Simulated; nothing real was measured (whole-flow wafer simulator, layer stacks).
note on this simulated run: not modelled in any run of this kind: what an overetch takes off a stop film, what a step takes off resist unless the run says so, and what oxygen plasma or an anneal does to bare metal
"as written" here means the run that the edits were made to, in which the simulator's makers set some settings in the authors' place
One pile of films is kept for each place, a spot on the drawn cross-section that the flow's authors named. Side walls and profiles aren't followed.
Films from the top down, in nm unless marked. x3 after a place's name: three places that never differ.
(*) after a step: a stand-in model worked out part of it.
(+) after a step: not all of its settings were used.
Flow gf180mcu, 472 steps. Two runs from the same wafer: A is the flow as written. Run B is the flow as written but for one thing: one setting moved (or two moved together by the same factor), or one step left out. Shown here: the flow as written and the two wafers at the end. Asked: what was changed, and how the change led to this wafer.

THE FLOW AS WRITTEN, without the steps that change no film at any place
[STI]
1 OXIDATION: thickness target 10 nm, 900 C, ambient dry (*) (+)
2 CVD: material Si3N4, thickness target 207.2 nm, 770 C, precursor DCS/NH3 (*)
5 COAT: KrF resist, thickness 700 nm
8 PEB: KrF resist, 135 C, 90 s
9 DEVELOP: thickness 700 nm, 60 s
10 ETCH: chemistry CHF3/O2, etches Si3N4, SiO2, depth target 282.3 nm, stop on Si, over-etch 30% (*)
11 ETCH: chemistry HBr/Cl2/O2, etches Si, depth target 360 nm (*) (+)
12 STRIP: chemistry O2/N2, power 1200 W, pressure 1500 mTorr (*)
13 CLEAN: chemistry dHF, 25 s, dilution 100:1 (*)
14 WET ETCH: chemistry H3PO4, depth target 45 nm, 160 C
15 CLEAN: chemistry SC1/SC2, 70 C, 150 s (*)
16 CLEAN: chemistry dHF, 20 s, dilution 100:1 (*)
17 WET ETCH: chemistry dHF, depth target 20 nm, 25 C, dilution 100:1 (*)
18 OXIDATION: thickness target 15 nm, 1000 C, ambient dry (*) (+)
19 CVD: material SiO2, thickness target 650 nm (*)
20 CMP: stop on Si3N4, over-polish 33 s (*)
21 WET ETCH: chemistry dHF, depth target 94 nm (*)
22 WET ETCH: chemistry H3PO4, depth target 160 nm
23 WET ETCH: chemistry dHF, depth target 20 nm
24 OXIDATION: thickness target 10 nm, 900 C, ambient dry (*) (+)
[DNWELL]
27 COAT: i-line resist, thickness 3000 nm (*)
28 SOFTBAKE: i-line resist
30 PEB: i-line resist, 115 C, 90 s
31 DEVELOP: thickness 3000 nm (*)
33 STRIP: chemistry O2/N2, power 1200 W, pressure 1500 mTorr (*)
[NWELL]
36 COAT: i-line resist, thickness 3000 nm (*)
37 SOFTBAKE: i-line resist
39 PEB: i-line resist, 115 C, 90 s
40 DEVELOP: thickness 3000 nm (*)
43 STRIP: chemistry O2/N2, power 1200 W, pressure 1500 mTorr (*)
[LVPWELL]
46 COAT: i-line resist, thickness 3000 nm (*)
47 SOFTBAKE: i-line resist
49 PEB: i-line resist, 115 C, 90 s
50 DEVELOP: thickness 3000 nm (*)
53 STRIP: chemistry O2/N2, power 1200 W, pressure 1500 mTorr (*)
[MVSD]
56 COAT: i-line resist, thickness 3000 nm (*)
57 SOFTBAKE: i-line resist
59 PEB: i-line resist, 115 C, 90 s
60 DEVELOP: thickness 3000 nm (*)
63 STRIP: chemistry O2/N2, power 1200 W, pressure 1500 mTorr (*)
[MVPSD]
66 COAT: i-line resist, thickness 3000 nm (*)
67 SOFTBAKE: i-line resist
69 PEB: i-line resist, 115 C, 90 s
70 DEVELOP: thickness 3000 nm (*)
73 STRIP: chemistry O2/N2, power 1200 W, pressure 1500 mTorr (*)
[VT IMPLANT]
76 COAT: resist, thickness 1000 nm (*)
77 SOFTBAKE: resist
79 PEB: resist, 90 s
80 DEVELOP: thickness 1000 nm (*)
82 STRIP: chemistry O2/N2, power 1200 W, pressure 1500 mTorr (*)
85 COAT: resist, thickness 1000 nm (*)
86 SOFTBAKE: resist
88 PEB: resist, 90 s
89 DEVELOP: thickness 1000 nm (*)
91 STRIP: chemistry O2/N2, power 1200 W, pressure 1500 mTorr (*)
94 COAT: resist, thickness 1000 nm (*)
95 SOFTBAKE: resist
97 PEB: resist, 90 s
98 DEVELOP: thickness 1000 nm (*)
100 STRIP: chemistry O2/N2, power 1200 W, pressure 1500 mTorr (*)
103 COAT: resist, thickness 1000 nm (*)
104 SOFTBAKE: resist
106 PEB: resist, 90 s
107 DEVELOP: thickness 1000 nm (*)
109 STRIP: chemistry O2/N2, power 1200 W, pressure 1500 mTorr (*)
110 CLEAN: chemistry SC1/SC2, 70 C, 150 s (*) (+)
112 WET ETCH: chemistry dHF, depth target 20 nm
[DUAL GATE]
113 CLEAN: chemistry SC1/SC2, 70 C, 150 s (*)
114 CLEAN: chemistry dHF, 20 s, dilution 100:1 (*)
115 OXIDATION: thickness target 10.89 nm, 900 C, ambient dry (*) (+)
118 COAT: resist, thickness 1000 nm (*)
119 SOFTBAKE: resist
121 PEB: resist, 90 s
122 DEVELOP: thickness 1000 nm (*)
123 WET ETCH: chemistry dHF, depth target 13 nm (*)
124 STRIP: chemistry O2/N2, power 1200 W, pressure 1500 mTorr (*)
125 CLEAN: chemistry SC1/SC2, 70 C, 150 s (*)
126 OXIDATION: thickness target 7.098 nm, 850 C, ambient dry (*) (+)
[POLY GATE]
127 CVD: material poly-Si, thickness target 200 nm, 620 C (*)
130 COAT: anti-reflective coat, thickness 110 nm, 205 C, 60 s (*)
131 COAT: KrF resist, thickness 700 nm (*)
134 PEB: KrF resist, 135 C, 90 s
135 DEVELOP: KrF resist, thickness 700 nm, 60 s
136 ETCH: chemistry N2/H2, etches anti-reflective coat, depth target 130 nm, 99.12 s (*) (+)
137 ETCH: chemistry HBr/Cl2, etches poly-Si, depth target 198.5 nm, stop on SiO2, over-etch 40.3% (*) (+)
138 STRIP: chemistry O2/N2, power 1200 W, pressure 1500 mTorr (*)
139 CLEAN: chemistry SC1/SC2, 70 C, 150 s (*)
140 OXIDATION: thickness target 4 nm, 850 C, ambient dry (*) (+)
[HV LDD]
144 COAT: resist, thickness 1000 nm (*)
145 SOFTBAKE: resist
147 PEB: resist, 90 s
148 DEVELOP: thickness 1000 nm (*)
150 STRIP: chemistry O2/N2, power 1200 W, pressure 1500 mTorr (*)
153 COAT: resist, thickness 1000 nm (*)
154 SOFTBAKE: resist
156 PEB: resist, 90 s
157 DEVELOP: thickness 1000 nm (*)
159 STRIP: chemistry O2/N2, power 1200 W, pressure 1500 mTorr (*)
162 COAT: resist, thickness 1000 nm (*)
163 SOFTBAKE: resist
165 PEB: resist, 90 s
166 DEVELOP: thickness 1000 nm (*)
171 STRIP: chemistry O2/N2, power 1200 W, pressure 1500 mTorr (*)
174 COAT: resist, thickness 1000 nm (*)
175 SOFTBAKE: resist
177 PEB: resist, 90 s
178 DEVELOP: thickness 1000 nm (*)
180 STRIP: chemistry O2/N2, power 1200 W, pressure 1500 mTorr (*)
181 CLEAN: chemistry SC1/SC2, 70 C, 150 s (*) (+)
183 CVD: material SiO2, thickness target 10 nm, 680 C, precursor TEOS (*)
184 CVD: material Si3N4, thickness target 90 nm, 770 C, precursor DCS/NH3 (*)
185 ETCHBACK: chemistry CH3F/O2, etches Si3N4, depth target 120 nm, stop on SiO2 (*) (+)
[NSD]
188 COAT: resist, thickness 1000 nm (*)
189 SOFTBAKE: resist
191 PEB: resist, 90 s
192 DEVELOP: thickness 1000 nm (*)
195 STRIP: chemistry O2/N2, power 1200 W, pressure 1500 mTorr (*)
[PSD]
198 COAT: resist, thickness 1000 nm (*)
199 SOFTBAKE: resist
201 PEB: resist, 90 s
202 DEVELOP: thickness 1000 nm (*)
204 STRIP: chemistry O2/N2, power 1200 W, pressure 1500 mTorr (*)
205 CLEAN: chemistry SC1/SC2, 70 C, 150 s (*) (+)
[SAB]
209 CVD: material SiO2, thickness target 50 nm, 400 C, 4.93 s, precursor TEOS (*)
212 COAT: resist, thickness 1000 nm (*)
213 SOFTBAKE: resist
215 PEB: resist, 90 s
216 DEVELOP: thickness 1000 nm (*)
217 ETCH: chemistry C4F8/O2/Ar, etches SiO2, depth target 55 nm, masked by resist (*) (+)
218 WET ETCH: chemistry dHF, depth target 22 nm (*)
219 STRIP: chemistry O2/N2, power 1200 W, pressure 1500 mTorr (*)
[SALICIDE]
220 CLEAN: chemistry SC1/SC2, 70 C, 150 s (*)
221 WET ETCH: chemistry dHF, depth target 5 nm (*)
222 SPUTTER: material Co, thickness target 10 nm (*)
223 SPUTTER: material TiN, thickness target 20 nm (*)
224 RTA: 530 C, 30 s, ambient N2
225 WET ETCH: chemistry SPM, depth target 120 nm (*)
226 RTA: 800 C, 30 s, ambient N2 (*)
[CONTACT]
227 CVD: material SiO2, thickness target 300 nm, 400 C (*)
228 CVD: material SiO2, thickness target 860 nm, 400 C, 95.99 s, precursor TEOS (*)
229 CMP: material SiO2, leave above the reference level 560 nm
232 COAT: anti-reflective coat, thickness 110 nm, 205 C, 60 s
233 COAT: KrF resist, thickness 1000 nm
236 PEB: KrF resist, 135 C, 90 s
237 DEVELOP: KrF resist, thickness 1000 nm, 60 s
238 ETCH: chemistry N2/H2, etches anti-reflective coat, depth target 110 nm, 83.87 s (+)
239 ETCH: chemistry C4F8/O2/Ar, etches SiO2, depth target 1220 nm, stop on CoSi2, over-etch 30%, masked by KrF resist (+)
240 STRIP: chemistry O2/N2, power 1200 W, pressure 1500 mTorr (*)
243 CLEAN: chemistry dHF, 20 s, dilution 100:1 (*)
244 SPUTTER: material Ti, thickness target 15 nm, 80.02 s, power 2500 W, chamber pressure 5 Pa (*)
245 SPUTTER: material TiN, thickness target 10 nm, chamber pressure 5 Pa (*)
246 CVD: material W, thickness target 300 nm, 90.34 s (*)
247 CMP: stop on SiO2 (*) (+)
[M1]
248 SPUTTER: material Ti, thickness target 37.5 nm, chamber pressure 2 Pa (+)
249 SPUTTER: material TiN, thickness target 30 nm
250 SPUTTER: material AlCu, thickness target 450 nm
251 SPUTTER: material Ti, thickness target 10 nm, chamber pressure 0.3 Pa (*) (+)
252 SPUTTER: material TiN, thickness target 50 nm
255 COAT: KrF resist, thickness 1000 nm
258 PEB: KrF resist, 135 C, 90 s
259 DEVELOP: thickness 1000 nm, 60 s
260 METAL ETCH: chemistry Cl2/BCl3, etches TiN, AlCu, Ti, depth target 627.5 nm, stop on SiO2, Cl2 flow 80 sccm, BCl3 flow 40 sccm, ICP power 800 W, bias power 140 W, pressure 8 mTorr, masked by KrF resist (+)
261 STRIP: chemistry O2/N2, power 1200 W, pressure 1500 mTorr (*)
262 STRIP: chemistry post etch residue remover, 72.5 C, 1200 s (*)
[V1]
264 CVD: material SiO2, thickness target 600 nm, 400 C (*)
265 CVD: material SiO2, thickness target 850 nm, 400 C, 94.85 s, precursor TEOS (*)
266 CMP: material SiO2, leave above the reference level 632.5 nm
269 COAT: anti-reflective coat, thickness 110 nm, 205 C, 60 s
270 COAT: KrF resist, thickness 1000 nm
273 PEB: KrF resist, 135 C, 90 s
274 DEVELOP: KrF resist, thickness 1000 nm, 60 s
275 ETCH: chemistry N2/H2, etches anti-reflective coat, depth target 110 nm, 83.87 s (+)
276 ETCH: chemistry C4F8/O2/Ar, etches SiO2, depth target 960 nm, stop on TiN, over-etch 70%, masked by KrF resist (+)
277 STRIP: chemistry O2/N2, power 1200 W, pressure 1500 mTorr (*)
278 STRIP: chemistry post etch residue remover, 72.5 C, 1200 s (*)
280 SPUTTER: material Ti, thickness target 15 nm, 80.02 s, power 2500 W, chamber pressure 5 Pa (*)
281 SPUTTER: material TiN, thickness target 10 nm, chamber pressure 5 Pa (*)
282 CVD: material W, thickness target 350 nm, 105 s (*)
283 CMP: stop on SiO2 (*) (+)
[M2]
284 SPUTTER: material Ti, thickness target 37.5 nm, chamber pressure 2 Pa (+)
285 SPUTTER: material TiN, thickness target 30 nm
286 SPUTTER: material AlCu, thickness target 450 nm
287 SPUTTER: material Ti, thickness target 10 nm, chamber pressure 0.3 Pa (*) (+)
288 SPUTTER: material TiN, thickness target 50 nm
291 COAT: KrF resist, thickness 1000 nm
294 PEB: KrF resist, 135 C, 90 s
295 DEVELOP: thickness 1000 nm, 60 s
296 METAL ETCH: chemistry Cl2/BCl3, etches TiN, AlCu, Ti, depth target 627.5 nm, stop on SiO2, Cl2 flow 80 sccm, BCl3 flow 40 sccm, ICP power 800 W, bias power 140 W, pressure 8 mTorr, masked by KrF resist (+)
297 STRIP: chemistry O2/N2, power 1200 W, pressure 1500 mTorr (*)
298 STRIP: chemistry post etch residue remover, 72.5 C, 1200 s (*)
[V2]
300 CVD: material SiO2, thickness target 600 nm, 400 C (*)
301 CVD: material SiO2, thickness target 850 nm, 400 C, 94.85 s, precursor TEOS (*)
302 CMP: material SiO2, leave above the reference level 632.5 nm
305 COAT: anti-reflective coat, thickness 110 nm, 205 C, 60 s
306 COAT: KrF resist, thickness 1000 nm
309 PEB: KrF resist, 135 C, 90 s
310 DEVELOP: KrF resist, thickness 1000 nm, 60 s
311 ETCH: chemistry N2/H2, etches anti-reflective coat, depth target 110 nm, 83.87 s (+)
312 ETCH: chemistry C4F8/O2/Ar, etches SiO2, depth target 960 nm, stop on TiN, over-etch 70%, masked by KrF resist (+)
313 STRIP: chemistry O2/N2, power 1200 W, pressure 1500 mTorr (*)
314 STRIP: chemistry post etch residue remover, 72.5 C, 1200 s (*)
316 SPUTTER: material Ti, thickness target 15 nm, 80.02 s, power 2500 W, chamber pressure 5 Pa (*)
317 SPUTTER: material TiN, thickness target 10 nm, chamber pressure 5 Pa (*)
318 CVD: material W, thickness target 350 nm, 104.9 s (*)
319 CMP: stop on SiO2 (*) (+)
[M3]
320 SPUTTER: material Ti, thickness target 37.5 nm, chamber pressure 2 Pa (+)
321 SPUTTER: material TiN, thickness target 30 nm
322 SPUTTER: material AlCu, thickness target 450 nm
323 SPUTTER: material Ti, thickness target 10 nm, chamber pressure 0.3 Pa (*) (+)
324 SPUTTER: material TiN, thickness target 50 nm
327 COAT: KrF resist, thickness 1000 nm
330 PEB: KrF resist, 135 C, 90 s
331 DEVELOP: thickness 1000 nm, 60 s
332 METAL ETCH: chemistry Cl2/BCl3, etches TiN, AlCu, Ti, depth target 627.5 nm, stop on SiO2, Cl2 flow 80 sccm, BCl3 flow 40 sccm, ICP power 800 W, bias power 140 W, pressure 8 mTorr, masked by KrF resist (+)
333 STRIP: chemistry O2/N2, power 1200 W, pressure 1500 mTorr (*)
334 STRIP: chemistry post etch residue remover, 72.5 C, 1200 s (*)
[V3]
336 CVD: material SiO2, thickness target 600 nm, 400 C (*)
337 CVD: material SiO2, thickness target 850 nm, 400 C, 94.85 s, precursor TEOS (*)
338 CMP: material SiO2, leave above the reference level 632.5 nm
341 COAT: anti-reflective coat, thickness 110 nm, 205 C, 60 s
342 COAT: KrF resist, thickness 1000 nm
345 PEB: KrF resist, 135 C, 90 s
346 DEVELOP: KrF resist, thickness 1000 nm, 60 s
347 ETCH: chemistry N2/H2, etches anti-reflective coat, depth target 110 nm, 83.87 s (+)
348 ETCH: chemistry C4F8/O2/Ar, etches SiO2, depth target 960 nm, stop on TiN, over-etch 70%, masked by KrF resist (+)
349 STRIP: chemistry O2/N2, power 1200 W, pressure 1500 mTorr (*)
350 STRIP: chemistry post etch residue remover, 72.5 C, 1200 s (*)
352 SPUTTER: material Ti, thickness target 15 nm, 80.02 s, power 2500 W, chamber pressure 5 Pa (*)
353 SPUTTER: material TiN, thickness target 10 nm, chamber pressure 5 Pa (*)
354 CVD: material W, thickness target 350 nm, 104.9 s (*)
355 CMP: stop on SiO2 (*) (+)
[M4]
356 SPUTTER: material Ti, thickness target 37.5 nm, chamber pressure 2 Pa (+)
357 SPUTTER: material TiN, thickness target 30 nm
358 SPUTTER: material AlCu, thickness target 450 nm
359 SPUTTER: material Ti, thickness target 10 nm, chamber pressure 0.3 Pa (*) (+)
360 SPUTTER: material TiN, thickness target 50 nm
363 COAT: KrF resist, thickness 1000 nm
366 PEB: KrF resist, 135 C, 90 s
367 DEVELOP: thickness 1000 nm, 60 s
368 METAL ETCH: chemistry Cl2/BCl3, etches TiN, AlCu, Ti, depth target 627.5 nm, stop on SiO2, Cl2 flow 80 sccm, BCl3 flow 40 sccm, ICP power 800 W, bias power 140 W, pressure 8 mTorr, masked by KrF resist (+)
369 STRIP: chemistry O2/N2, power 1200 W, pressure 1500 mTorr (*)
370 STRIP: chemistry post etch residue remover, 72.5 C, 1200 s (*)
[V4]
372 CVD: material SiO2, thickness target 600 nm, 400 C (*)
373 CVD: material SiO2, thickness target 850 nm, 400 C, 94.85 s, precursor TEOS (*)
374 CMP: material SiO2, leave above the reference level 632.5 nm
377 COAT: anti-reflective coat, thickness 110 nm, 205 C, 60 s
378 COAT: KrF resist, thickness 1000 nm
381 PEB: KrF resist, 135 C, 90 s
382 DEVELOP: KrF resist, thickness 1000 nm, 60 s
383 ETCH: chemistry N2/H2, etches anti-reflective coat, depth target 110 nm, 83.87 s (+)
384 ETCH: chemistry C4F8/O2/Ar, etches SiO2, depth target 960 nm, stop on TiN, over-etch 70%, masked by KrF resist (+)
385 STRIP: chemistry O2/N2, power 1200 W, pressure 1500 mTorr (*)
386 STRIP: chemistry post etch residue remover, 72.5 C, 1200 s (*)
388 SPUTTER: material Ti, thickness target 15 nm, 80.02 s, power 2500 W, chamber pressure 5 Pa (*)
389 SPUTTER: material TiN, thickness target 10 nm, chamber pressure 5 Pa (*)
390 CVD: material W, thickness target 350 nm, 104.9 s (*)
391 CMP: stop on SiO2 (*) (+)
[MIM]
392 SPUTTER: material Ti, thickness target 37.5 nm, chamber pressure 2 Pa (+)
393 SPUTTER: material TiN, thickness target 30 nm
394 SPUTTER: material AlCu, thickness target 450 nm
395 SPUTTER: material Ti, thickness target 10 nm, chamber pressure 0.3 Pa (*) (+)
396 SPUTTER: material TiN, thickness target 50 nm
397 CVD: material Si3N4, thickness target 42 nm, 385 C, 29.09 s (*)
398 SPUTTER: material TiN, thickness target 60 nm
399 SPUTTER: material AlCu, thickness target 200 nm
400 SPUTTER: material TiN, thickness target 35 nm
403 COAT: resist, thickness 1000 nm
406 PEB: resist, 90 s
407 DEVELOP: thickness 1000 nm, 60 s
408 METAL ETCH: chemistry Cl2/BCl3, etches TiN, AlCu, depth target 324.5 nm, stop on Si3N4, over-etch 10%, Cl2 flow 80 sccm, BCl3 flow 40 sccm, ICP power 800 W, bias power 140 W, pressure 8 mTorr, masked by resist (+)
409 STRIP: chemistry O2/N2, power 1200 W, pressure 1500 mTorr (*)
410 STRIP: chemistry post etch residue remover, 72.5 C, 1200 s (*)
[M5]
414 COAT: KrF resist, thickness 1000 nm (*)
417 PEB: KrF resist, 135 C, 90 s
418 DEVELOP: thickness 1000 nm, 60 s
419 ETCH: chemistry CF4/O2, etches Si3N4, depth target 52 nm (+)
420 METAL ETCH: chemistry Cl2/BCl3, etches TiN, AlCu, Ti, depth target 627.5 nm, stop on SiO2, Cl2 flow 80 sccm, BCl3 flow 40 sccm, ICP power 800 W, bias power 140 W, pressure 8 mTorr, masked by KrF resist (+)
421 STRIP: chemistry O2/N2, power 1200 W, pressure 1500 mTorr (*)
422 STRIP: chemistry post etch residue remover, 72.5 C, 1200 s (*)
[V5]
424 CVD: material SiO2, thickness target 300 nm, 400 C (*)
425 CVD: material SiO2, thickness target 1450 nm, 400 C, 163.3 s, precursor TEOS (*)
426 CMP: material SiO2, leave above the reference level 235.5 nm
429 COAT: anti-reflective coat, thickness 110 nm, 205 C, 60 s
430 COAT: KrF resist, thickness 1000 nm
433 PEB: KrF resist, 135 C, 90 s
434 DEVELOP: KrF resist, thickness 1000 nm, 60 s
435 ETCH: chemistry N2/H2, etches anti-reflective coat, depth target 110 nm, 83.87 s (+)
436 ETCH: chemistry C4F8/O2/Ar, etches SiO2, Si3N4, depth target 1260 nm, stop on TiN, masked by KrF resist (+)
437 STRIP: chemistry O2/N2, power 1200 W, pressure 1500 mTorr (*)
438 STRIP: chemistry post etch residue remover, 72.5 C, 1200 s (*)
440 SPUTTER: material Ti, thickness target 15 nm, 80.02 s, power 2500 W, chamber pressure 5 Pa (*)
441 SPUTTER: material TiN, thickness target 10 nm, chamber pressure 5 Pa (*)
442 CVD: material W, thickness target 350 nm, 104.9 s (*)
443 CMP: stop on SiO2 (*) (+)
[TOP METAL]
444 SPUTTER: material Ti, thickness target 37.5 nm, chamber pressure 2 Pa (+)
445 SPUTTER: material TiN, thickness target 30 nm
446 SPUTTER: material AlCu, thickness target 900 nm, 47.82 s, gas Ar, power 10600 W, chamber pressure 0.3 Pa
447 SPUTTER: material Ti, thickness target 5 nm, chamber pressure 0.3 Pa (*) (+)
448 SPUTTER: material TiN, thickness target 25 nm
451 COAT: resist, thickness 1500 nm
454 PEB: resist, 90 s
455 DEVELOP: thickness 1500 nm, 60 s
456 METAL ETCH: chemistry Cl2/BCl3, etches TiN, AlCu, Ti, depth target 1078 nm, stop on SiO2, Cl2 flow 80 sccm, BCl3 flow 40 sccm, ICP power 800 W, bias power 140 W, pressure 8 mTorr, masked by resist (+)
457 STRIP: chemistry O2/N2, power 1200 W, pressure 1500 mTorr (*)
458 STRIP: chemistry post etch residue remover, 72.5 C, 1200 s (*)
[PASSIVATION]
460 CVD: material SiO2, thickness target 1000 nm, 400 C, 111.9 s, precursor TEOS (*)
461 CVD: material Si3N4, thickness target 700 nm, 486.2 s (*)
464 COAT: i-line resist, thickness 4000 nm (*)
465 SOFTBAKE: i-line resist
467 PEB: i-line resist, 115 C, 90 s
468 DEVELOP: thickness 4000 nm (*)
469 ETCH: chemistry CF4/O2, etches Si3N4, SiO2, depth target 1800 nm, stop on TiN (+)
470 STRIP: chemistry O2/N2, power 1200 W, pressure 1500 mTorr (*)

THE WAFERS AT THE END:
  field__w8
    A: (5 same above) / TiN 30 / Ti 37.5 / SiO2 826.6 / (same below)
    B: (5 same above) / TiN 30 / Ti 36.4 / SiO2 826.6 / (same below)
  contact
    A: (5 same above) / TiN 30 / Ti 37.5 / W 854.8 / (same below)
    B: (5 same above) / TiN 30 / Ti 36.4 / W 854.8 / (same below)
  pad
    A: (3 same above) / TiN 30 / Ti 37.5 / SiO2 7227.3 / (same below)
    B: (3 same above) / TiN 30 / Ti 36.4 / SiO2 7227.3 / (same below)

The cause: step 444, SPUTTER: thickness target 36.4 nm was run, where the flow has thickness target 37.5 nm.
It can be read off the wafer: field__w8 has Ti 36.4, and step 444 as written asks for 37.5 nm.

How the change led to this, step by step:
  444 SPUTTER: material Ti, thickness target 37.5 nm, chamber pressure 2 Pa (+)
      field, field__w1, field__w2 and 109 more: A Ti +37.5 (new film) | B Ti +36.4 (new film)
  456 METAL ETCH: chemistry Cl2/BCl3, etches TiN, AlCu, Ti, depth target 1078 nm, stop on SiO2, Cl2 flow 80 sccm, BCl3 flow 40 sccm, ICP power 800 W, bias power 140 W, pressure 8 mTorr, masked by resist (+)
      field, field__w1, field__w2 and 103 more: A TiN -25 (all of it), Ti -5 (all of it), AlCu -900 (all of it), TiN -30 (all of it), Ti -37.5 (all of it) | B TiN -25 (all of it), Ti -5 (all of it), AlCu -900 (all of it), TiN -30 (all of it), Ti -36.4 (all of it)
